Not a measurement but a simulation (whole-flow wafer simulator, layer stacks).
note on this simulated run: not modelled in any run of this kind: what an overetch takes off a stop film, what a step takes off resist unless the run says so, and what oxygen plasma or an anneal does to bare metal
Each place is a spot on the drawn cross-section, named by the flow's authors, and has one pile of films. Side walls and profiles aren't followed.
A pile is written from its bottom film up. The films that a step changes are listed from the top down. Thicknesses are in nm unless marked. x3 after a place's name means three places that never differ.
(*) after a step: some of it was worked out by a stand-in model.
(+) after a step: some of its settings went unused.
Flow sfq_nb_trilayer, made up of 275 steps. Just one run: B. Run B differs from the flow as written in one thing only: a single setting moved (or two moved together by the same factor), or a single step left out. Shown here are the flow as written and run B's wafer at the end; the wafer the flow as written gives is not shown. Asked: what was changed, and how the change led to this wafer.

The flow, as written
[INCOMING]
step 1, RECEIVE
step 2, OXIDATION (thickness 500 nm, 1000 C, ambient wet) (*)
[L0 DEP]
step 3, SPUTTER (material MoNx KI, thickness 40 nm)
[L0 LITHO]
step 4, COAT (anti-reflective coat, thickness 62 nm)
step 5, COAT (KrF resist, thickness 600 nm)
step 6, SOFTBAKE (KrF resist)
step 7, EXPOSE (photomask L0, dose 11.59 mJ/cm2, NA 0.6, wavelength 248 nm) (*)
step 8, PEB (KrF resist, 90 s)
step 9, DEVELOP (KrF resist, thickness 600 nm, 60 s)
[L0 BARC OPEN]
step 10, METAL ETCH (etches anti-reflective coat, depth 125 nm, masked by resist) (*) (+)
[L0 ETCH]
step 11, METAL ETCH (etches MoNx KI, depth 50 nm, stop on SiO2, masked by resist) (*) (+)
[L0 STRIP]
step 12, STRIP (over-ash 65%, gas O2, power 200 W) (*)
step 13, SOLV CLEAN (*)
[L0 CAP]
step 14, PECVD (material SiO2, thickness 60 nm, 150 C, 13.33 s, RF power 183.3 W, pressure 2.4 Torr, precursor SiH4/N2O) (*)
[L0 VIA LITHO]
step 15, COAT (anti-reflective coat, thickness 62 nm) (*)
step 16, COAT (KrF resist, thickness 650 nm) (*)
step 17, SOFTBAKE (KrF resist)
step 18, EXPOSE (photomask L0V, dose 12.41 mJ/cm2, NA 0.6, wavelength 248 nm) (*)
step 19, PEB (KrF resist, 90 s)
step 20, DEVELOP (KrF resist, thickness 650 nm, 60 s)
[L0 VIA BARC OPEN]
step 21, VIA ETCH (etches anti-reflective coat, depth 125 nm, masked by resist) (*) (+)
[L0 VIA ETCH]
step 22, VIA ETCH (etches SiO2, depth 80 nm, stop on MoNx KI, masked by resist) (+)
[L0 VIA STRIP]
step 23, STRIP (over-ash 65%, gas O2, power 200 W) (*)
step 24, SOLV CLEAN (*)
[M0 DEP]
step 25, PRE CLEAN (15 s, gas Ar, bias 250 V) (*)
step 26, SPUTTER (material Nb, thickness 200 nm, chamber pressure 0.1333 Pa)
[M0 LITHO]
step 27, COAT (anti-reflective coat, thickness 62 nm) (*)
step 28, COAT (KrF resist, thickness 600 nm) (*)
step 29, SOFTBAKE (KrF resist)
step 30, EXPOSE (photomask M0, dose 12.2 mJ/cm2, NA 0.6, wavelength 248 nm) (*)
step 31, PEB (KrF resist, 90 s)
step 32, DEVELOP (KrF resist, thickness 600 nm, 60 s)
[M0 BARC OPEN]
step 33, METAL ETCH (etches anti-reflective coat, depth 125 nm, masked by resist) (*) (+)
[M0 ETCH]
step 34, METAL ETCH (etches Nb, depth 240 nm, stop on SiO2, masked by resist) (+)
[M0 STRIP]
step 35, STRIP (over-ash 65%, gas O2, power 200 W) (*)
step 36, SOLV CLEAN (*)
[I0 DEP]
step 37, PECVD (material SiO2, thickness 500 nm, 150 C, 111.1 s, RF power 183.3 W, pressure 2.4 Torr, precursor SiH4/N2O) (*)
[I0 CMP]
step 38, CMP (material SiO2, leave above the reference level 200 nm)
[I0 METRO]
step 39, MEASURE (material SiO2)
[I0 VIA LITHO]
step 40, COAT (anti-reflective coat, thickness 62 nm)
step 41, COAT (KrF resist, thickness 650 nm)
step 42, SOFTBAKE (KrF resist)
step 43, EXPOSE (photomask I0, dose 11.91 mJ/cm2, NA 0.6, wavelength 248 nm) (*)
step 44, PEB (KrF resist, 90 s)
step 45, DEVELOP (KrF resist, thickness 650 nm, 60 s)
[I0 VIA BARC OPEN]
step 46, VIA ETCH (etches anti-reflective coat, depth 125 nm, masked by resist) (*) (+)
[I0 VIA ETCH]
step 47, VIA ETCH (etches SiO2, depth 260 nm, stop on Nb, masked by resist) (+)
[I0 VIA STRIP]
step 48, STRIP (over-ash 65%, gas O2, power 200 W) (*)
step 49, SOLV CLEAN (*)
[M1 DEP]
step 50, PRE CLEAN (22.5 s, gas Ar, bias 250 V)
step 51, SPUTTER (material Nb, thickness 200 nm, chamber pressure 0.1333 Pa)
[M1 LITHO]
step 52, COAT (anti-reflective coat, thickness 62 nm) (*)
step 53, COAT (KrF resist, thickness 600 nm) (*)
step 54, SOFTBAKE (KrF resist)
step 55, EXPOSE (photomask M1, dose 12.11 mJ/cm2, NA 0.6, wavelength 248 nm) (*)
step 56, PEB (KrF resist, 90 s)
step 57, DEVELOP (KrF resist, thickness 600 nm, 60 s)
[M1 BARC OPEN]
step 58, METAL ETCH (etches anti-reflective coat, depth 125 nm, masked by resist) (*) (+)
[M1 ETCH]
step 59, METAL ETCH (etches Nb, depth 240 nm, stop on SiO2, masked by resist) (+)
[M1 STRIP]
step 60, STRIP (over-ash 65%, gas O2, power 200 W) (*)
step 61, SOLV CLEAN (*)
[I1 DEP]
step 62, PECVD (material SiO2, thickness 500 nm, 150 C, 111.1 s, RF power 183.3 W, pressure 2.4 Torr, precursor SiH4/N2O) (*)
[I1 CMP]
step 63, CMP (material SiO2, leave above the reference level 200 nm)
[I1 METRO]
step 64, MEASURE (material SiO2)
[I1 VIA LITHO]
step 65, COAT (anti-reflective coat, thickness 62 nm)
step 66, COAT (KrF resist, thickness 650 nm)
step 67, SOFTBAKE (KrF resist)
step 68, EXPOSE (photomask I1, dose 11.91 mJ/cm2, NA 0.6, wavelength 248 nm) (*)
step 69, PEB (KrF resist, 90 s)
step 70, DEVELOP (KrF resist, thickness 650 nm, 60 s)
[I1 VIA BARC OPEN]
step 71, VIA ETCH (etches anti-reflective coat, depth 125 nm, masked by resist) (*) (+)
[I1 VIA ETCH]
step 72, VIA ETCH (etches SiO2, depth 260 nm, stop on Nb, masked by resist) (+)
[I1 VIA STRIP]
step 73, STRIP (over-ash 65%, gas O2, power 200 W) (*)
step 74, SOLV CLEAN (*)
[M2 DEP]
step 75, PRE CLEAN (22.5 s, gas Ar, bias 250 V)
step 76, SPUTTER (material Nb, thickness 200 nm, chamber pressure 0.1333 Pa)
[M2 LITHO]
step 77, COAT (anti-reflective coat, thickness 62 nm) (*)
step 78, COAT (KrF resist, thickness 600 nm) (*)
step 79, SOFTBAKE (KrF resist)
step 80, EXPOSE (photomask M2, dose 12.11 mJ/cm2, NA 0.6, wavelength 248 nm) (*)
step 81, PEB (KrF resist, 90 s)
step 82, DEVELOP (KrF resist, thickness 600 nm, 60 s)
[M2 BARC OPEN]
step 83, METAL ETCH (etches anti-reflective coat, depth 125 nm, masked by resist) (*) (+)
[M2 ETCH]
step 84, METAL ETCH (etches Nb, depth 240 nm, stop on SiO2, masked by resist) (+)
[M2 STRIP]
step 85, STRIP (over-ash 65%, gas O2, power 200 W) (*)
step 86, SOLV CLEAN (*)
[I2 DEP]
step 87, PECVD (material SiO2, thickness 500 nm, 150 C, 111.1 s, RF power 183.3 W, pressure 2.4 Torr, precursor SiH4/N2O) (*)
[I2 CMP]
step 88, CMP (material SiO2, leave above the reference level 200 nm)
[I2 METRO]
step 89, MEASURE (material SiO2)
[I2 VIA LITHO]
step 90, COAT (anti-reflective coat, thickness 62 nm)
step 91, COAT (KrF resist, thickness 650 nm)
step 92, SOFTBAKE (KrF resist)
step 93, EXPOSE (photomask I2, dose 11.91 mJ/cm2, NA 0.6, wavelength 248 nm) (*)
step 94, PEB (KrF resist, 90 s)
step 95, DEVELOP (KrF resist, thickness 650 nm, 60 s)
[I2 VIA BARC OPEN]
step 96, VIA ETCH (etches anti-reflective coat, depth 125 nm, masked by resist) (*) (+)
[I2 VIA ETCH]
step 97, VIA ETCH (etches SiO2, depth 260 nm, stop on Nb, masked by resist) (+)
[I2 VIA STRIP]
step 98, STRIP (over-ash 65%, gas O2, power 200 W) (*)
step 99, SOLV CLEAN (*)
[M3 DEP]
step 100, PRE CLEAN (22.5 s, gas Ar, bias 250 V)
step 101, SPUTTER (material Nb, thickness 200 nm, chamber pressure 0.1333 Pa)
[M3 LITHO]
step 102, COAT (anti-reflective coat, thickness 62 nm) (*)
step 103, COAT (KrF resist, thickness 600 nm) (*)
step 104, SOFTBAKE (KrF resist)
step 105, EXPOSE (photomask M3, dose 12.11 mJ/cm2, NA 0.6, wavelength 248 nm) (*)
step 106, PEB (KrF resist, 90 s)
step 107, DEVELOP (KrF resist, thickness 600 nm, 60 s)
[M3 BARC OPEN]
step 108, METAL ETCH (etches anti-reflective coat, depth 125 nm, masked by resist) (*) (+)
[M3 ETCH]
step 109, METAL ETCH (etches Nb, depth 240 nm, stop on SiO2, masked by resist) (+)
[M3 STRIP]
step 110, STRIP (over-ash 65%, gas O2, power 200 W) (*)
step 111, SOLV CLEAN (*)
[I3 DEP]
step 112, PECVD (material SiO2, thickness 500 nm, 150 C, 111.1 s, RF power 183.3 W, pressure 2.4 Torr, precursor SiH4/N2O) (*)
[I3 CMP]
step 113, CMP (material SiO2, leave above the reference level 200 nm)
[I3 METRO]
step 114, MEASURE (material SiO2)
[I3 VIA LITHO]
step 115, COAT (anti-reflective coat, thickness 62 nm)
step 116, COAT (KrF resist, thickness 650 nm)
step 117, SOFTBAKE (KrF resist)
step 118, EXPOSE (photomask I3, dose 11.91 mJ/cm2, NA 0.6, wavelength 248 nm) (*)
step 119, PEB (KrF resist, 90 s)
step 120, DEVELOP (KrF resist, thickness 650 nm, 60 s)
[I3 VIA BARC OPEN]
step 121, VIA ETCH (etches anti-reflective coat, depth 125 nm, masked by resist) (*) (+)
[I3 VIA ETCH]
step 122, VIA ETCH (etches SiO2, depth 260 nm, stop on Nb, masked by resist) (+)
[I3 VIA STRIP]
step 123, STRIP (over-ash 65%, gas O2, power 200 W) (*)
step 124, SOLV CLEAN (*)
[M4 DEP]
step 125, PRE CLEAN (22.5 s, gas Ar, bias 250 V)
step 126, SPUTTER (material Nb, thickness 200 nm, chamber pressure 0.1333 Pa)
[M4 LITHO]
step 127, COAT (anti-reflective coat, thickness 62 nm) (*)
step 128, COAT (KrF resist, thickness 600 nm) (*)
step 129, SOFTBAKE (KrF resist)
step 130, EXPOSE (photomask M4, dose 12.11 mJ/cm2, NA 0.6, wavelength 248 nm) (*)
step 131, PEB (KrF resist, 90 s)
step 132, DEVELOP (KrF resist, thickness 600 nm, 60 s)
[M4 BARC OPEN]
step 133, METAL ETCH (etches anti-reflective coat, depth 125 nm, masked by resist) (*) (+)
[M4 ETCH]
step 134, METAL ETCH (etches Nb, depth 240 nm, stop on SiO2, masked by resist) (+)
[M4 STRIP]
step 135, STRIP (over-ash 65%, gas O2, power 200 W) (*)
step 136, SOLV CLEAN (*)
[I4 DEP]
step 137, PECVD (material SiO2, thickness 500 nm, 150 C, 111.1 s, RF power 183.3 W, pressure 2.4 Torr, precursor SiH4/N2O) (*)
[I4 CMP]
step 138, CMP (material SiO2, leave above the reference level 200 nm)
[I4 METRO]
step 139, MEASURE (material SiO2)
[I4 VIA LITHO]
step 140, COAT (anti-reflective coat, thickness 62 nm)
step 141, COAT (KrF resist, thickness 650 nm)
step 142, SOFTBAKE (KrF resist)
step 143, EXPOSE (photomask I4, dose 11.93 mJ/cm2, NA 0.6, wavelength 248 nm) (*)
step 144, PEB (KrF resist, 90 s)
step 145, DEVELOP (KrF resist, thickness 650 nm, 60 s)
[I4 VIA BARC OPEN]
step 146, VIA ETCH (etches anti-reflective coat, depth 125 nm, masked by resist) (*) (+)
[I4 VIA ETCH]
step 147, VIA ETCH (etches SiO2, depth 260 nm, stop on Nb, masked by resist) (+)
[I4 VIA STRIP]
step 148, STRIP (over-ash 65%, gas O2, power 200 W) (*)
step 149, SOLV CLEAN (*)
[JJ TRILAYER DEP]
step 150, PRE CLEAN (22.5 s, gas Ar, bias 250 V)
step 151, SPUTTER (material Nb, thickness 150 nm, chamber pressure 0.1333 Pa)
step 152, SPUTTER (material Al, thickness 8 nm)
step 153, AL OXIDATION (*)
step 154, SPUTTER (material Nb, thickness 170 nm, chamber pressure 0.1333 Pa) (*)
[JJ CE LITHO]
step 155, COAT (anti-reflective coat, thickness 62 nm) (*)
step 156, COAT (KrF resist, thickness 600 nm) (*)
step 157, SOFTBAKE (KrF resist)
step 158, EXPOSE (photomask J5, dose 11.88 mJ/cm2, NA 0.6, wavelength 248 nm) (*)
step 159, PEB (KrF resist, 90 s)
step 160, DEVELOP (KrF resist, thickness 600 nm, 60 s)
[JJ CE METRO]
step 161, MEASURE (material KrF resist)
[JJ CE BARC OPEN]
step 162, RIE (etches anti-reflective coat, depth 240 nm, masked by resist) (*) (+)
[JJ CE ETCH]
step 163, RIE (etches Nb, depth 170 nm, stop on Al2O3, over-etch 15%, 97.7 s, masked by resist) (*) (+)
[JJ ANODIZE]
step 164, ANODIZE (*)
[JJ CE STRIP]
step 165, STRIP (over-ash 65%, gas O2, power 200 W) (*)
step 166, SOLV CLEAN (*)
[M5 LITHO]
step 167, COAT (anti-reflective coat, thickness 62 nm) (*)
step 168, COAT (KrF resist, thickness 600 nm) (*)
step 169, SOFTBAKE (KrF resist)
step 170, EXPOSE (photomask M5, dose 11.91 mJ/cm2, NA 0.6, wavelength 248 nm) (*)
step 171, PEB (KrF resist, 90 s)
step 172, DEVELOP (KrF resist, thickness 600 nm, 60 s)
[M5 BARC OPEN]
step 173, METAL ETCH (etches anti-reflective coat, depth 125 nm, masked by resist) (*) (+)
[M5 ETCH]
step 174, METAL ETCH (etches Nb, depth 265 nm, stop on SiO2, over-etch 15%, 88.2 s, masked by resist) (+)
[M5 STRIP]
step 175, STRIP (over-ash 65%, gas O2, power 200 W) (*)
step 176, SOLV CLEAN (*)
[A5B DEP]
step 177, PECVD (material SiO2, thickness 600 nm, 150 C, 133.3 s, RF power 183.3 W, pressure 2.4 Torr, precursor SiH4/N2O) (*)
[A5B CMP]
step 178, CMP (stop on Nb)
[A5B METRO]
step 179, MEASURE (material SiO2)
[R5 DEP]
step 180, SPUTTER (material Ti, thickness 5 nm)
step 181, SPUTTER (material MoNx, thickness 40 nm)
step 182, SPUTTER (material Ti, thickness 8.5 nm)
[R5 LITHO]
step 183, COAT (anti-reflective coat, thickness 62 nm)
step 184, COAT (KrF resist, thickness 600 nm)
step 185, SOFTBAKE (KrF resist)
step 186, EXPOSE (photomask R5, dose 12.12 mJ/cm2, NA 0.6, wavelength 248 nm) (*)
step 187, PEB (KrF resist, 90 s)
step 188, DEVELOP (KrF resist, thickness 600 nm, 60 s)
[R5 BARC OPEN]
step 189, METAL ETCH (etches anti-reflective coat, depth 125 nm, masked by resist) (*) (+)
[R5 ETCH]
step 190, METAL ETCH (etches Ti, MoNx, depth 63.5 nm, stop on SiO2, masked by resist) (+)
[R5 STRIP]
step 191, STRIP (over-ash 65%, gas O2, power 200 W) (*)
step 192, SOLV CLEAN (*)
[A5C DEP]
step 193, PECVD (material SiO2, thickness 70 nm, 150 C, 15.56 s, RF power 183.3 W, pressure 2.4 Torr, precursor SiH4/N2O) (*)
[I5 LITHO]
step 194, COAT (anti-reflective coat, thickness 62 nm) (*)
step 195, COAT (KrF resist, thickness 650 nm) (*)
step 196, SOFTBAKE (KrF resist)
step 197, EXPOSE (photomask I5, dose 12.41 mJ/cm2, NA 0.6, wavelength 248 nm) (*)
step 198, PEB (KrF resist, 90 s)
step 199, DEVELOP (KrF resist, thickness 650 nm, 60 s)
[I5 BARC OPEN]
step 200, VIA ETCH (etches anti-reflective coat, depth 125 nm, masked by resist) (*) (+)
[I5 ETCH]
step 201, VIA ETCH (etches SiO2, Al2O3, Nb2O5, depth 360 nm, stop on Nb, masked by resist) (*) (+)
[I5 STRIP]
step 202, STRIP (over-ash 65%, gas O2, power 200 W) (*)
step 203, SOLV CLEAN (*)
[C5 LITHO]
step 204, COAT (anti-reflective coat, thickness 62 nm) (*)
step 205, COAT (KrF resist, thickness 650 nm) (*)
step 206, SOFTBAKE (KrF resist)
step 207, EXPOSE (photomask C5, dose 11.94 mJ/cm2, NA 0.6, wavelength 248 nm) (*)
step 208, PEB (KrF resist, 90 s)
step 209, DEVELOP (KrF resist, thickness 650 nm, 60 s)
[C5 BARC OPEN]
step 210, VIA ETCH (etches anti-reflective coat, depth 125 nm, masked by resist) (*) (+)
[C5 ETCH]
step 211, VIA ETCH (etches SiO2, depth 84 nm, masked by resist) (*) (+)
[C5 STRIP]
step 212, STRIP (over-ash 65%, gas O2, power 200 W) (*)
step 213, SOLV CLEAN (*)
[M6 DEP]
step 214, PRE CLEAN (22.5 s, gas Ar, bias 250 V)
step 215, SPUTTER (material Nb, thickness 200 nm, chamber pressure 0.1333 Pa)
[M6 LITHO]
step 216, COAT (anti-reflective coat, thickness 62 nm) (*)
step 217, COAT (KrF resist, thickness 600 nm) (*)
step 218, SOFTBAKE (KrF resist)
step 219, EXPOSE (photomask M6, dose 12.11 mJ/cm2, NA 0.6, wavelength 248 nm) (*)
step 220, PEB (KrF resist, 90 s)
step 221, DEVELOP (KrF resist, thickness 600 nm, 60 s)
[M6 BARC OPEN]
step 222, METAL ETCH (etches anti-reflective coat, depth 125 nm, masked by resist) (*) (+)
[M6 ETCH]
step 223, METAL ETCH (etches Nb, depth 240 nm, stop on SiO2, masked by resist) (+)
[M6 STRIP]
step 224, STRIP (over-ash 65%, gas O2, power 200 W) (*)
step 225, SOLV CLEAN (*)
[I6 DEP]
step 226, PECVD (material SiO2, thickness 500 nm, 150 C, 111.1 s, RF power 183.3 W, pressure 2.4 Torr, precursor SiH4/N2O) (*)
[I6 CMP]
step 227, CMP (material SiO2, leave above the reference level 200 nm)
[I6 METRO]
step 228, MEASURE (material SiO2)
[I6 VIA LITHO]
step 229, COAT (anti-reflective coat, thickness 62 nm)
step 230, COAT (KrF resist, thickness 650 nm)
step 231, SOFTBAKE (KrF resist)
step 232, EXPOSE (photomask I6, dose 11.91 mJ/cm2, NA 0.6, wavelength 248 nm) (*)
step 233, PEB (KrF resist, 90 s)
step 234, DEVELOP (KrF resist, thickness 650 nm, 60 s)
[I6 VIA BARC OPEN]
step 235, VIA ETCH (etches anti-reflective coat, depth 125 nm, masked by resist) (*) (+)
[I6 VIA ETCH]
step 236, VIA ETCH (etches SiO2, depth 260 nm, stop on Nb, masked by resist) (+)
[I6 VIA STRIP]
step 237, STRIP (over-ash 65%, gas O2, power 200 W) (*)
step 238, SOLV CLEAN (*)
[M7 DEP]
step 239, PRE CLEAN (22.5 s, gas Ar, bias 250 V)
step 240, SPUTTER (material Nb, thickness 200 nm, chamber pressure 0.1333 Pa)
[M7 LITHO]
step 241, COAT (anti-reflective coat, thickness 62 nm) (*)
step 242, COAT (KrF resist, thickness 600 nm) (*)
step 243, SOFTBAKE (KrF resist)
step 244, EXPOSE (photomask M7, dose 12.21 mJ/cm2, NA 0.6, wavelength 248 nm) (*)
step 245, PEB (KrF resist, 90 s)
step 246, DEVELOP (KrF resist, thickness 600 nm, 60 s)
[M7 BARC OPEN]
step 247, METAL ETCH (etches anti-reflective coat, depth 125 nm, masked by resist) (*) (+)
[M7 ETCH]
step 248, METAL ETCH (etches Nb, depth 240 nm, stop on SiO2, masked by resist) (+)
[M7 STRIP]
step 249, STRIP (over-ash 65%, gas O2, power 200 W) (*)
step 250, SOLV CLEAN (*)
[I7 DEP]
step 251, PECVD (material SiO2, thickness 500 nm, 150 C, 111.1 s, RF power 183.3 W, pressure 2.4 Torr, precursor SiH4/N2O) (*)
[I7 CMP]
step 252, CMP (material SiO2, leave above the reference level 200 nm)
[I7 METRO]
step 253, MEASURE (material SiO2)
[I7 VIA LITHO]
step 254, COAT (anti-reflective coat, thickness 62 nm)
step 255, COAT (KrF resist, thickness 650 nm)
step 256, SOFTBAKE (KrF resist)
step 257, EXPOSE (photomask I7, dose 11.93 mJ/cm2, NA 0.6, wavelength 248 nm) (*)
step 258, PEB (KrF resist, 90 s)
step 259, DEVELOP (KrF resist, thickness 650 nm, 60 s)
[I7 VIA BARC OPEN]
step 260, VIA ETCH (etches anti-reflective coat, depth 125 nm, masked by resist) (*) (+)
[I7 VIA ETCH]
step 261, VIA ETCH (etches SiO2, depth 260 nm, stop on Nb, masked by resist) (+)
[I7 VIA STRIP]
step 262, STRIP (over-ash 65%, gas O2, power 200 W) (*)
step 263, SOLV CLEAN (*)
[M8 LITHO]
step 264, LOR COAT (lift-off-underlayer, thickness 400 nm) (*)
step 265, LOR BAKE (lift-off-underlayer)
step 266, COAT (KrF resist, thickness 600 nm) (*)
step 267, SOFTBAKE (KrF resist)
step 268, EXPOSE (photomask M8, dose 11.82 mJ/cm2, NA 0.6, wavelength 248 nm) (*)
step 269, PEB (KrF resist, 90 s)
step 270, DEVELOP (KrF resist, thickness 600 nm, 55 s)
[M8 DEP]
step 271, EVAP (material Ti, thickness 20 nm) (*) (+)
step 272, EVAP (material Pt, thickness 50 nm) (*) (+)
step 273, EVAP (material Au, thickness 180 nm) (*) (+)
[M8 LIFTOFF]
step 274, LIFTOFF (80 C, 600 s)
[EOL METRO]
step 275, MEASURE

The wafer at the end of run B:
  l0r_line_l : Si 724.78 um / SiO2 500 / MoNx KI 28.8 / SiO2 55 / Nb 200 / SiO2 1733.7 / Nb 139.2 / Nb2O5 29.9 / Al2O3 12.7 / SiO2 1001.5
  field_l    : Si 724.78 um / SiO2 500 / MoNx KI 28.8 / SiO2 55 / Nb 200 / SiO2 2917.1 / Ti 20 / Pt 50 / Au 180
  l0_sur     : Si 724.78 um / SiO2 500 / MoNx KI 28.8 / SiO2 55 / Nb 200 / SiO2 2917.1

What caused this: step 3, SPUTTER: thickness 28.8 nm was run, while the flow as written has thickness 40 nm.
The wafer lets one read it off: l0r_line_l has MoNx KI 28.8, and step 3 as written asks for 40 nm.

How this came from the change, step by step:
  step 3, SPUTTER (material MoNx KI, thickness 40 nm)
      field_l, v_sur, via_wl and 103 more: +28.8 MoNx KI (new film) (as written it would have been: +40 MoNx KI (new film))
  step 11, METAL ETCH (etches MoNx KI, depth 50 nm, stop on SiO2, masked by resist) (*) (+)
      v_sur, via_wl, via_w and 97 more: -28.8 MoNx KI (all of it) (as written it would have been: -40 MoNx KI (all of it))
      field_l, l0_sur, l0v, l0r_line_l, l0r_line_c, l0r_line_r: -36 KrF resist (as written it would have been: -41.7 KrF resist)
  step 15, COAT (anti-reflective coat, thickness 62 nm) (*)
      field_l: +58 anti-reflective coat (new film) (as written it would have been: +56.7 anti-reflective coat (new film))
      v_sur: +69.4 anti-reflective coat (new film) (as written it would have been: +72.2 anti-reflective coat (new film))
      (and at 3 other places as well)
  step 23, STRIP (over-ash 65%, gas O2, power 200 W) (*)
      field_l: -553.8 KrF resist (all of it), -58 anti-reflective coat (all of it) (as written it would have been: -551.4 KrF resist (all of it), -56.7 anti-reflective coat (all of it))
      v_sur: -567.3 KrF resist (all of it), -69.4 anti-reflective coat (all of it) (as written it would have been: -570.5 KrF resist (all of it), -72.2 anti-reflective coat (all of it))
      (and at 3 other places as well)
  step 27, COAT (anti-reflective coat, thickness 62 nm) (*)
      field_l: +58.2 anti-reflective coat (new film) (as written it would have been: +56.9 anti-reflective coat (new film))
      v_sur: +69.5 anti-reflective coat (new film) (as written it would have been: +72.3 anti-reflective coat (new film))
      (and at 3 other places as well)
  step 35, STRIP (over-ash 65%, gas O2, power 200 W) (*)
      field_l: -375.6 KrF resist (all of it), -58.2 anti-reflective coat (all of it) (as written it would have been: -372.9 KrF resist (all of it), -56.9 anti-reflective coat (all of it))
      v_sur: -388.8 KrF resist (all of it), -69.5 anti-reflective coat (all of it) (as written it would have been: -391.6 KrF resist (all of it), -72.3 anti-reflective coat (all of it))
      (and at 3 other places as well)
  step 38, CMP (material SiO2, leave above the reference level 200 nm)
      field_l, l0_sur, l0r_line_l, l0r_line_c, l0r_line_r: -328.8 SiO2 (as written it would have been: -340 SiO2)
      l0v: -266.6 SiO2 (as written it would have been: -277.8 SiO2)
